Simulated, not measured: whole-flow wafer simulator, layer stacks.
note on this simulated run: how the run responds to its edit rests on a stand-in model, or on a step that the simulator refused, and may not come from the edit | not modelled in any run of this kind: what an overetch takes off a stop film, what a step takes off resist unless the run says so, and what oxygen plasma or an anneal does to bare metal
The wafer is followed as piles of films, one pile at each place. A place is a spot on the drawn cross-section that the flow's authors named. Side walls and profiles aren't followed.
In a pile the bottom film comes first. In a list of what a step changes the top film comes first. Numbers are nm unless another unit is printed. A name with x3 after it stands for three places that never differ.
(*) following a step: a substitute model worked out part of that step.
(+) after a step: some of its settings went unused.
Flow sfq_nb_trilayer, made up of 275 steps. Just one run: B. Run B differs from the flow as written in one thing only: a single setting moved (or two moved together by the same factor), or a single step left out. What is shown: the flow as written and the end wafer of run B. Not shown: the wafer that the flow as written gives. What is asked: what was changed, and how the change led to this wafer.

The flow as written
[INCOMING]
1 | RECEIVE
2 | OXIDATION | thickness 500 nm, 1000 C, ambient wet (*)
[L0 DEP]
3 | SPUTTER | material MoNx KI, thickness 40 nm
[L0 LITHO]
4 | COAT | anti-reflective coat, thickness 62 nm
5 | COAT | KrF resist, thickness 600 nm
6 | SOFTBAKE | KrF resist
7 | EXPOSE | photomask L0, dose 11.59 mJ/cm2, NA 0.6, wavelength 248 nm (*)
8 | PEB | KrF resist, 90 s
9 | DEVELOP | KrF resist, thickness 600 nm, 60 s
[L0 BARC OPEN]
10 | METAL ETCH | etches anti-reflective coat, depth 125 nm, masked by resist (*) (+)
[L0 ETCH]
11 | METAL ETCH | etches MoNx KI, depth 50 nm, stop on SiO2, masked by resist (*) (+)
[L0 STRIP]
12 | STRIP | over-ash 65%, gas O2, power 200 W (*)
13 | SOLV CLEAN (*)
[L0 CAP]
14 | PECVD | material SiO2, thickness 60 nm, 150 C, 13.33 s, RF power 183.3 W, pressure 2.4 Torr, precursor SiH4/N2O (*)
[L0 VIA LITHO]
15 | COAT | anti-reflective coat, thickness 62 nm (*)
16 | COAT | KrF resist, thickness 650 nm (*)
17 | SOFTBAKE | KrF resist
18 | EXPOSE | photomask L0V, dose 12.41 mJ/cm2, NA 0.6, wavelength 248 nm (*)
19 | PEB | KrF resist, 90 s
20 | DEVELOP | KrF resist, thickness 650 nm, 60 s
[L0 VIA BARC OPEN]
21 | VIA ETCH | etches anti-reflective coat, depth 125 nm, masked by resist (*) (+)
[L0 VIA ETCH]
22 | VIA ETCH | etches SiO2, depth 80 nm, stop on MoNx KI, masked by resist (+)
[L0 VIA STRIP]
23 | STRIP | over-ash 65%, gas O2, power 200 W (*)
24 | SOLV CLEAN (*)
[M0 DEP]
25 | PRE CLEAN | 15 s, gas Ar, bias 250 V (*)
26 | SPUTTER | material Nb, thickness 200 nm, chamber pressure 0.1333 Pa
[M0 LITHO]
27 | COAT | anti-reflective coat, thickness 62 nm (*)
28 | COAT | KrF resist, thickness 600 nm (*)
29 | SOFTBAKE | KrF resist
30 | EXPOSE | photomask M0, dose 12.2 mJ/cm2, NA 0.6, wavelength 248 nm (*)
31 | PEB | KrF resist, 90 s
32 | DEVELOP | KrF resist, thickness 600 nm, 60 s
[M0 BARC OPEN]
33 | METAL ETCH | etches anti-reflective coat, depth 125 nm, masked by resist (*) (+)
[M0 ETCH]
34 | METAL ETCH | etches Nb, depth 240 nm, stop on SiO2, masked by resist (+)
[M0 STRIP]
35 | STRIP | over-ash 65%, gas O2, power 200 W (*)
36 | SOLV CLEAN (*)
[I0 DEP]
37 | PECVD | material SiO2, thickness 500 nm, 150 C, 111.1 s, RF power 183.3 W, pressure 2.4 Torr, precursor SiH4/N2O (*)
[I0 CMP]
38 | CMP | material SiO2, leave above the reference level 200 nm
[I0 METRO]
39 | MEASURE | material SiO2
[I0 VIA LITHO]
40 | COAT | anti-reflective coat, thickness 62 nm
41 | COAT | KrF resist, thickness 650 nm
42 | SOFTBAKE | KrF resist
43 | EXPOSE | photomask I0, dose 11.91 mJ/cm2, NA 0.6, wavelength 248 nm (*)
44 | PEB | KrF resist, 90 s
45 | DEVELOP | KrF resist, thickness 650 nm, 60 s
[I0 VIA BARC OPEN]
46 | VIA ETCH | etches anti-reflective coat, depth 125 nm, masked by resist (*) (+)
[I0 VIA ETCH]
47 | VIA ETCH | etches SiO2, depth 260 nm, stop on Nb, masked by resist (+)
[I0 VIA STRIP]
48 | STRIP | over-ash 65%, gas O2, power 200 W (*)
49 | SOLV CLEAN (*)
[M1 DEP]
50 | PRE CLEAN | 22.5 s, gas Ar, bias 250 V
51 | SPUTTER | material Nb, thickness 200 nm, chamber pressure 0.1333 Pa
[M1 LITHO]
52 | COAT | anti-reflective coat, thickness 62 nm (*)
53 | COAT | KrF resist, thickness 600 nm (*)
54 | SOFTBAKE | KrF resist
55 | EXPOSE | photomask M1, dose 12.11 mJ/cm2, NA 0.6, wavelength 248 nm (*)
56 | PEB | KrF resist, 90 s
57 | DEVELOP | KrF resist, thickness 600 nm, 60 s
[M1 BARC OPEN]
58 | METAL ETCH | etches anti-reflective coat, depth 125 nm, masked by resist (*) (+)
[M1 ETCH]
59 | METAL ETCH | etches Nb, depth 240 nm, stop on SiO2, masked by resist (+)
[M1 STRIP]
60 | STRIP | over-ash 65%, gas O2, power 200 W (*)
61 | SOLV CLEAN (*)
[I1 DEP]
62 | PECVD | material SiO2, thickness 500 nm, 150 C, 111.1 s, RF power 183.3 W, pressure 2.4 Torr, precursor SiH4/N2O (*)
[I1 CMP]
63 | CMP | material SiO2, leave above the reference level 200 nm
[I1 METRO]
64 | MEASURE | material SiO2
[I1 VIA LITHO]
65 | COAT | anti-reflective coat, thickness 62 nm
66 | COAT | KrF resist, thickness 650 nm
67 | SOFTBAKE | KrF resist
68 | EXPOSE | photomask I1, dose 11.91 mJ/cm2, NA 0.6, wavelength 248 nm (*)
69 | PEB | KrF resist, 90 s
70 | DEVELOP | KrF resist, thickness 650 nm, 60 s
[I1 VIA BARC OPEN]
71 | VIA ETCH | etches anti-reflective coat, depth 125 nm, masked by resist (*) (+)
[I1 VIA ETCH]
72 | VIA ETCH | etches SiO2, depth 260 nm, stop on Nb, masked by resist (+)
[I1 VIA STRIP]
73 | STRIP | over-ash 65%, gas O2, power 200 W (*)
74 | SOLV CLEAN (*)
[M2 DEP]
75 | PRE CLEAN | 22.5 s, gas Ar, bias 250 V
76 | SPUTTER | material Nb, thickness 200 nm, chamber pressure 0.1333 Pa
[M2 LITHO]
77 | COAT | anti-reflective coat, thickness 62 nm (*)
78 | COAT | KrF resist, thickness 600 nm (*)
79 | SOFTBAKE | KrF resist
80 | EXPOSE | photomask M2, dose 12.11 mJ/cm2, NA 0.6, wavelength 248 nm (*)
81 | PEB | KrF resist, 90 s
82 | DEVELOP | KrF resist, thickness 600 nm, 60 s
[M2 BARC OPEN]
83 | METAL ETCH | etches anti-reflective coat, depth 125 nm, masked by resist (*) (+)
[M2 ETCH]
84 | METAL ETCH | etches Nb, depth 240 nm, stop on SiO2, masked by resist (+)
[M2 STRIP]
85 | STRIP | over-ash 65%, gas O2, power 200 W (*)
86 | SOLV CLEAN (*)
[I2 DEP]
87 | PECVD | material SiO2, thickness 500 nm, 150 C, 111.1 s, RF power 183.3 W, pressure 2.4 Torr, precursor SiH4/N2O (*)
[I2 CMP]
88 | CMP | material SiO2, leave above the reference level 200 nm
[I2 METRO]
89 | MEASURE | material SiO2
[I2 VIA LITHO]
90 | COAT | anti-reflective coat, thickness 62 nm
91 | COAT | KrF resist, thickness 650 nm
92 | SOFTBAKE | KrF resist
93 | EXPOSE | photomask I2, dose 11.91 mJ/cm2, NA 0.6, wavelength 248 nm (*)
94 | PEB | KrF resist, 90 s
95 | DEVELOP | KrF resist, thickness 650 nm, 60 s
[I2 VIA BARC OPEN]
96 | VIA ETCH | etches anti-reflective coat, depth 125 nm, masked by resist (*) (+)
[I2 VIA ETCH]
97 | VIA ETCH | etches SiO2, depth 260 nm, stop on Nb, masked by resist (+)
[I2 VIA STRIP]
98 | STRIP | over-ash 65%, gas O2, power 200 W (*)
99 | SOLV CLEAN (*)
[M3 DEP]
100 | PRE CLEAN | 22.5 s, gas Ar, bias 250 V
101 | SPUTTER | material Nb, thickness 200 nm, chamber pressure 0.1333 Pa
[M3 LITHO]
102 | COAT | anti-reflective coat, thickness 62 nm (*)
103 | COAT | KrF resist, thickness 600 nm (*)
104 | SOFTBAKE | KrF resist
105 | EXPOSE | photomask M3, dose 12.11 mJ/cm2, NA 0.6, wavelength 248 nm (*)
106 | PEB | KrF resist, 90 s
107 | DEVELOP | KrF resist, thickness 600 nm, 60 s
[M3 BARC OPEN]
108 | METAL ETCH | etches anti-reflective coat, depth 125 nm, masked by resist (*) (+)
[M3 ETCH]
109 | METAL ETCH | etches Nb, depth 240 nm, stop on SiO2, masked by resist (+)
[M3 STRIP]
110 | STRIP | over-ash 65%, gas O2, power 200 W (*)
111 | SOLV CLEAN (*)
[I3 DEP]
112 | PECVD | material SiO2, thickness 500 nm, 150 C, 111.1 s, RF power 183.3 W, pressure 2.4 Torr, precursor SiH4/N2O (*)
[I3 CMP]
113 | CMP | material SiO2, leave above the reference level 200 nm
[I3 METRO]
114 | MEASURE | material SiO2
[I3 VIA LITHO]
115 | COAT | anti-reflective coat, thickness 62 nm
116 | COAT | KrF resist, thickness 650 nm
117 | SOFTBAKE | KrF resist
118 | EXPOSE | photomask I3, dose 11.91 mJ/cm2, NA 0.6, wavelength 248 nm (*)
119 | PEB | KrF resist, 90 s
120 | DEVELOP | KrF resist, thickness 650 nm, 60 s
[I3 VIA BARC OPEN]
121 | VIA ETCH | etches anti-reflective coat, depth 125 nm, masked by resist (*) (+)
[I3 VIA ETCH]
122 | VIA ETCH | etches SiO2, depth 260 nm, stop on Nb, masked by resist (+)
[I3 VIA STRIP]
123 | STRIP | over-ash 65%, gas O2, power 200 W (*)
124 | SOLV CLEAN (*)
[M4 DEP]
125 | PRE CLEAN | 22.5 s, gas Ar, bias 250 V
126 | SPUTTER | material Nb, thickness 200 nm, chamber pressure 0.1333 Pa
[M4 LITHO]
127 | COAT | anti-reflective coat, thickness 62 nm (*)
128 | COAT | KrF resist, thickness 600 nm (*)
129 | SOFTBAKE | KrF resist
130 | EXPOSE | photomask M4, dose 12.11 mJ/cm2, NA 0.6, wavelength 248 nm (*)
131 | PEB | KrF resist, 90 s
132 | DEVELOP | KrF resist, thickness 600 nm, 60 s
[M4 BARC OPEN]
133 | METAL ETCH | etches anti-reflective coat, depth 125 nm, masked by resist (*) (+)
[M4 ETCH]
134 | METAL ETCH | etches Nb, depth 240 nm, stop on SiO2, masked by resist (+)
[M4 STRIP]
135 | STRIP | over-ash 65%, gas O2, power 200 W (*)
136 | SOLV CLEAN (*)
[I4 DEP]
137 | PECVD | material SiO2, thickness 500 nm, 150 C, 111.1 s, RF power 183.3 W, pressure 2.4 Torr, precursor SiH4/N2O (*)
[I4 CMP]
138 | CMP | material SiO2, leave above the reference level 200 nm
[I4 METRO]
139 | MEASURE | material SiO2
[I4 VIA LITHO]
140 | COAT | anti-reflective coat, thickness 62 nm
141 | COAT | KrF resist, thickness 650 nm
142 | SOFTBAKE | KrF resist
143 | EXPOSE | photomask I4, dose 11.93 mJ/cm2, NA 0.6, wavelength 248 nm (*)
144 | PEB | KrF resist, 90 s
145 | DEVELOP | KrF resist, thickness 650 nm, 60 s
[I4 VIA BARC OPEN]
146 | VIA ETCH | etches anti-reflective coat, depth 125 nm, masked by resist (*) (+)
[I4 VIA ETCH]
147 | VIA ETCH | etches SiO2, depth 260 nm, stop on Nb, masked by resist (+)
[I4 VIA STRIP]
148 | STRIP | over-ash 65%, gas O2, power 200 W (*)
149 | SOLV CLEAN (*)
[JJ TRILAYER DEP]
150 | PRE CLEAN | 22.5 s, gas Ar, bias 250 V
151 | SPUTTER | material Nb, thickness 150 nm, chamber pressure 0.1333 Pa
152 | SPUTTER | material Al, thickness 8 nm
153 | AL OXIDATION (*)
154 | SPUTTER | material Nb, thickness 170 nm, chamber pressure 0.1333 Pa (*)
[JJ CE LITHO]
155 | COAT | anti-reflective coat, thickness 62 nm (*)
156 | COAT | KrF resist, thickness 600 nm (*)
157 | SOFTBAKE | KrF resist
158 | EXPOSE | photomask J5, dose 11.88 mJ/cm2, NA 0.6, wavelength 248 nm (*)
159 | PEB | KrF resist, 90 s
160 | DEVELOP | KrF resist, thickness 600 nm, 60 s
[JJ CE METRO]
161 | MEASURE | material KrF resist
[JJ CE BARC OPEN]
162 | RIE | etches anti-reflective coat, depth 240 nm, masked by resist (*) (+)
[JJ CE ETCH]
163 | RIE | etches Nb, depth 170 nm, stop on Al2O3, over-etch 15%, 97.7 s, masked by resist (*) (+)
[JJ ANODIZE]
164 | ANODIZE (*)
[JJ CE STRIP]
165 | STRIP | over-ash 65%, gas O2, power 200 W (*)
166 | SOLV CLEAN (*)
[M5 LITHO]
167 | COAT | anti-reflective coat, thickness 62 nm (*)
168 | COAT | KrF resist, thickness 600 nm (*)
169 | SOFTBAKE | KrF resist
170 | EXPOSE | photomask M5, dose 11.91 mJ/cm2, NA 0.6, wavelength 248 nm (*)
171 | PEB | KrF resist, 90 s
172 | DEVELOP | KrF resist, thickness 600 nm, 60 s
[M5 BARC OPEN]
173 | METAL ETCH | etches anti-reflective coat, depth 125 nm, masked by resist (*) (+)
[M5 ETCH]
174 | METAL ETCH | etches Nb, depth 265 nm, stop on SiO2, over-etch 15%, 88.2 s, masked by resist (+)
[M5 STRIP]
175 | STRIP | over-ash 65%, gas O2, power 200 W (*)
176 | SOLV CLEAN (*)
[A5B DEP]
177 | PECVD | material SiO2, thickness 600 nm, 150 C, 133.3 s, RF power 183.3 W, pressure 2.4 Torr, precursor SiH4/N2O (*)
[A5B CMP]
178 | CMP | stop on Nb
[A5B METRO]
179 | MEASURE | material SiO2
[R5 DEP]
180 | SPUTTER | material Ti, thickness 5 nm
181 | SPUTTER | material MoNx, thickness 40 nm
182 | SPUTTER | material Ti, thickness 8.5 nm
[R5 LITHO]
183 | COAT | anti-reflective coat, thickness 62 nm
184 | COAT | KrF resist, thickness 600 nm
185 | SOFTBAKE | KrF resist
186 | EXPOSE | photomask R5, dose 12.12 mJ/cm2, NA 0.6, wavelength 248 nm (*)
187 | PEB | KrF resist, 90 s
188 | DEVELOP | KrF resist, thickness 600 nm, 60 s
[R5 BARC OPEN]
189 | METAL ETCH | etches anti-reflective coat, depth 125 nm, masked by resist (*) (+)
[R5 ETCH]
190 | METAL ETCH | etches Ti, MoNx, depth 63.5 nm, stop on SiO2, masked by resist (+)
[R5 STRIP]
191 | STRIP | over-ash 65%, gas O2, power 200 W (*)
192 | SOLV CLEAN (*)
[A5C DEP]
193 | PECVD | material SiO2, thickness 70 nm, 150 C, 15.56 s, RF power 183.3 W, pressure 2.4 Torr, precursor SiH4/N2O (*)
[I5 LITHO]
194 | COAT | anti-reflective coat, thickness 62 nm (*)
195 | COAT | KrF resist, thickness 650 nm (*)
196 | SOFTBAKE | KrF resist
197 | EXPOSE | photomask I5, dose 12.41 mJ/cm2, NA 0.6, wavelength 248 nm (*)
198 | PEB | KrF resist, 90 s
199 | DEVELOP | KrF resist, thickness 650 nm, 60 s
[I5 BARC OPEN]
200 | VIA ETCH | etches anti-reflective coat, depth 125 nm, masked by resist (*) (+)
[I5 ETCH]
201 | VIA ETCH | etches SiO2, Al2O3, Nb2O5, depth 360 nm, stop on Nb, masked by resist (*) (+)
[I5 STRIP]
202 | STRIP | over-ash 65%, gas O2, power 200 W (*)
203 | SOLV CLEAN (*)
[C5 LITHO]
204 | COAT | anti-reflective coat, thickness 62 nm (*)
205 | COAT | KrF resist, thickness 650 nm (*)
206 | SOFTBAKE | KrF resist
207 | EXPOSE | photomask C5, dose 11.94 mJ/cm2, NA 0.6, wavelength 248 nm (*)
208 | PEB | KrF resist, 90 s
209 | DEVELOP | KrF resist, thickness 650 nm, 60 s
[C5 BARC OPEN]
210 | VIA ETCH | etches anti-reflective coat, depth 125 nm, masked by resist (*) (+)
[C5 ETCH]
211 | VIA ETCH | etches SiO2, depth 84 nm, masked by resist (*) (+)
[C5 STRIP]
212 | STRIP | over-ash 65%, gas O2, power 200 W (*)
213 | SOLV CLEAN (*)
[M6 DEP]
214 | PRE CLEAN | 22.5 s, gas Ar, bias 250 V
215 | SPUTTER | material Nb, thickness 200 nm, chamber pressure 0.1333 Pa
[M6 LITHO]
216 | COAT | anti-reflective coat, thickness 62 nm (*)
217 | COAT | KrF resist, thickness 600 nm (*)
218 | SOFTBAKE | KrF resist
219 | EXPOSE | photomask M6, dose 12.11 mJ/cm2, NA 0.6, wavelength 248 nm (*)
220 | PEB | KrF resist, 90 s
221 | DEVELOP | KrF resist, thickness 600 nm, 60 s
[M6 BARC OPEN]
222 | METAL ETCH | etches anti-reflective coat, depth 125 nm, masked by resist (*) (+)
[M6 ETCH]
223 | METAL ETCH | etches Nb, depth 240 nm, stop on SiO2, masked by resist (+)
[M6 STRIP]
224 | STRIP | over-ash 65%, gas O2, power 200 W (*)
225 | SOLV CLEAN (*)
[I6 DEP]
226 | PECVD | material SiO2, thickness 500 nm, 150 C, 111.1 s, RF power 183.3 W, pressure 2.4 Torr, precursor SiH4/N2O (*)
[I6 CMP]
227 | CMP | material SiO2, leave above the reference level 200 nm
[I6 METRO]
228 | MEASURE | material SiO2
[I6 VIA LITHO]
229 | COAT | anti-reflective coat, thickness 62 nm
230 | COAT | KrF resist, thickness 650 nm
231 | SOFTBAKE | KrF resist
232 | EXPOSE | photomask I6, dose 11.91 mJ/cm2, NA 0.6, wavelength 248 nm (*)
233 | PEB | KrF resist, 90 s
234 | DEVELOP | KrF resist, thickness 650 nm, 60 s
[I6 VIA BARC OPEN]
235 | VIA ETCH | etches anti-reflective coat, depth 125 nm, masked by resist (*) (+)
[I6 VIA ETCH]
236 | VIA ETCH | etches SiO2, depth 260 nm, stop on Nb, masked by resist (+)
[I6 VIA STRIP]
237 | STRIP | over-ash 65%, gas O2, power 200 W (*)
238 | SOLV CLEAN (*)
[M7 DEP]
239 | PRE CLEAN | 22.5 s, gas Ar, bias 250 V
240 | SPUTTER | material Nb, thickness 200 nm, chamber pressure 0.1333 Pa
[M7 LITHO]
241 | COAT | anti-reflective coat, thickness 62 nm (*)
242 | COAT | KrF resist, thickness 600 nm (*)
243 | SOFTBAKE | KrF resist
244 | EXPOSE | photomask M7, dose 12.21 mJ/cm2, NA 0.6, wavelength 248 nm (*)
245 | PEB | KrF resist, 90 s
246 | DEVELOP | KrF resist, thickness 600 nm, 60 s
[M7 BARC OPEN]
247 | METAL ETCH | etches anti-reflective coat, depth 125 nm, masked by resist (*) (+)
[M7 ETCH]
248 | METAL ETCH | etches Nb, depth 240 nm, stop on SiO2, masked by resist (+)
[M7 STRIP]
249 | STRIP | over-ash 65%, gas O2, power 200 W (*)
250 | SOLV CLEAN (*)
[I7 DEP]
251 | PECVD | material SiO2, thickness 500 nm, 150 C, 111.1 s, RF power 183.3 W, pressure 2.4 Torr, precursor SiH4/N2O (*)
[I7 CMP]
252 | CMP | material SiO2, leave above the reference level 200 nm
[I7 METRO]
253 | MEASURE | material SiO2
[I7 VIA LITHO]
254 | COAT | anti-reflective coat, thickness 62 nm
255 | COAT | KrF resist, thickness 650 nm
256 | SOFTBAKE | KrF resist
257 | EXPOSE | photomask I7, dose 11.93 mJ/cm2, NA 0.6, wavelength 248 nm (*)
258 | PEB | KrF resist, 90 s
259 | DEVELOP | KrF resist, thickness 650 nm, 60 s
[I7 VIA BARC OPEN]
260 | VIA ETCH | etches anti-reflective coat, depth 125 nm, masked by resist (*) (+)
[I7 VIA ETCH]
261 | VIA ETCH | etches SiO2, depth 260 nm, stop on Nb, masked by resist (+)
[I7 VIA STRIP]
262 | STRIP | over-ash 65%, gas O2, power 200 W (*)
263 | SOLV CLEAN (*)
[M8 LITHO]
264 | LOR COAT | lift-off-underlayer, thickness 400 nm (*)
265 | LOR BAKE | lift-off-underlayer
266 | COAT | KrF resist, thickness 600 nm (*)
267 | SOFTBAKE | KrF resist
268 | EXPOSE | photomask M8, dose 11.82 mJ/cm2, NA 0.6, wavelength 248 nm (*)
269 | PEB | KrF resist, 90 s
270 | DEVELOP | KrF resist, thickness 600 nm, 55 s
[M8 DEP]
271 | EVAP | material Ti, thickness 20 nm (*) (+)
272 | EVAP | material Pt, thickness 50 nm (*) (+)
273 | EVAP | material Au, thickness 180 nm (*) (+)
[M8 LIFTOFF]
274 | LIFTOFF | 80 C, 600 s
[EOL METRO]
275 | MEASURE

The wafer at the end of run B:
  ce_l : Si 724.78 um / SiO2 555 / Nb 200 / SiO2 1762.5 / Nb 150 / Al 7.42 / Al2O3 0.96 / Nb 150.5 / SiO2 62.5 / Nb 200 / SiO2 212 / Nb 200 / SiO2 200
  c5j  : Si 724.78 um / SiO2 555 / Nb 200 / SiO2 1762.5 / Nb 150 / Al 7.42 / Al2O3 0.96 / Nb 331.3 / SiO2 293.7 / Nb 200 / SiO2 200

The reason: step 190, METAL ETCH: depth 73 nm was run, though the flow has depth 63.5 nm.

The path from the change to this, step by step:
  190 | METAL ETCH | etches Ti, MoNx, depth 63.5 nm, stop on SiO2, masked by resist (+)
      be_r, r_sur, res, r_end, r5r_line_l, r5r_line_c, r5r_line_r: -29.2 KrF resist (in the flow as written it would be: -25.4 KrF resist)
      ce_l, c5j, ce_r, wl_jj: -8.5 Ti (all of it), -40 MoNx (all of it), -5 Ti (all of it), -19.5 Nb (in the flow as written it would be: -8.5 Ti (all of it), -40 MoNx (all of it), -5 Ti (all of it), -10 Nb)
  194 | COAT | anti-reflective coat, thickness 62 nm (*)
      wl_j_sl, wl_j_sr: +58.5 anti-reflective coat (new film) (in the flow as written it would be: +60.2 anti-reflective coat (new film))
      jj_sur: +59.2 anti-reflective coat (new film) (in the flow as written it would be: +60.8 anti-reflective coat (new film))
      (and at 5 other places as well)
  202 | STRIP | over-ash 65%, gas O2, power 200 W (*)
      wl_j_sl, wl_j_sr: -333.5 KrF resist (all of it), -58.5 anti-reflective coat (all of it) (in the flow as written it would be: -333.3 KrF resist (all of it), -60.2 anti-reflective coat (all of it))
      jj_sur: -337.4 KrF resist (all of it), -59.2 anti-reflective coat (all of it) (in the flow as written it would be: -337.2 KrF resist (all of it), -60.8 anti-reflective coat (all of it))
      (and at 5 other places as well)
  204 | COAT | anti-reflective coat, thickness 62 nm (*)
      wl_j_sl, wl_j_sr: +58.5 anti-reflective coat (new film) (in the flow as written it would be: +60.2 anti-reflective coat (new film))
      jj_sur: +57.9 anti-reflective coat (new film) (in the flow as written it would be: +59.5 anti-reflective coat (new film))
      (and at 5 other places as well)
  210 | VIA ETCH | etches anti-reflective coat, depth 125 nm, masked by resist (*) (+)
      c5j: -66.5 anti-reflective coat (all of it), -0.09 SiO2 (in the flow as written it would be: -63.9 anti-reflective coat (all of it), -0.11 SiO2)
  212 | STRIP | over-ash 65%, gas O2, power 200 W (*)
      wl_j_sl, wl_j_sr: -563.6 KrF resist (all of it), -58.5 anti-reflective coat (all of it) (in the flow as written it would be: -563.4 KrF resist (all of it), -60.2 anti-reflective coat (all of it))
      jj_sur: -562.2 KrF resist (all of it), -57.9 anti-reflective coat (all of it) (in the flow as written it would be: -562 KrF resist (all of it), -59.5 anti-reflective coat (all of it))
      (and at 4 other places as well)
  216 | COAT | anti-reflective coat, thickness 62 nm (*)
      wl_j_sl, wl_j_sr: +58.5 anti-reflective coat (new film) (in the flow as written it would be: +60.2 anti-reflective coat (new film))
      jj_sur: +54.4 anti-reflective coat (new film) (in the flow as written it would be: +56.1 anti-reflective coat (new film))
      (and at 5 other places as well)
  224 | STRIP | over-ash 65%, gas O2, power 200 W (*)
      wl_j_sl, wl_j_sr: -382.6 KrF resist (all of it), -58.5 anti-reflective coat (all of it) (in the flow as written it would be: -382.5 KrF resist (all of it), -60.2 anti-reflective coat (all of it))
      jj_sur: -378.7 KrF resist (all of it), -54.4 anti-reflective coat (all of it) (in the flow as written it would be: -378.5 KrF resist (all of it), -56.1 anti-reflective coat (all of it))
      (and at 5 other places as well)
  227 | CMP | material SiO2, leave above the reference level 200 nm
      ce_l, ce_r, wl_jj: -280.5 SiO2 (in the flow as written it would be: -290 SiO2)
      c5j: -213.5 SiO2 (in the flow as written it would be: -223 SiO2)
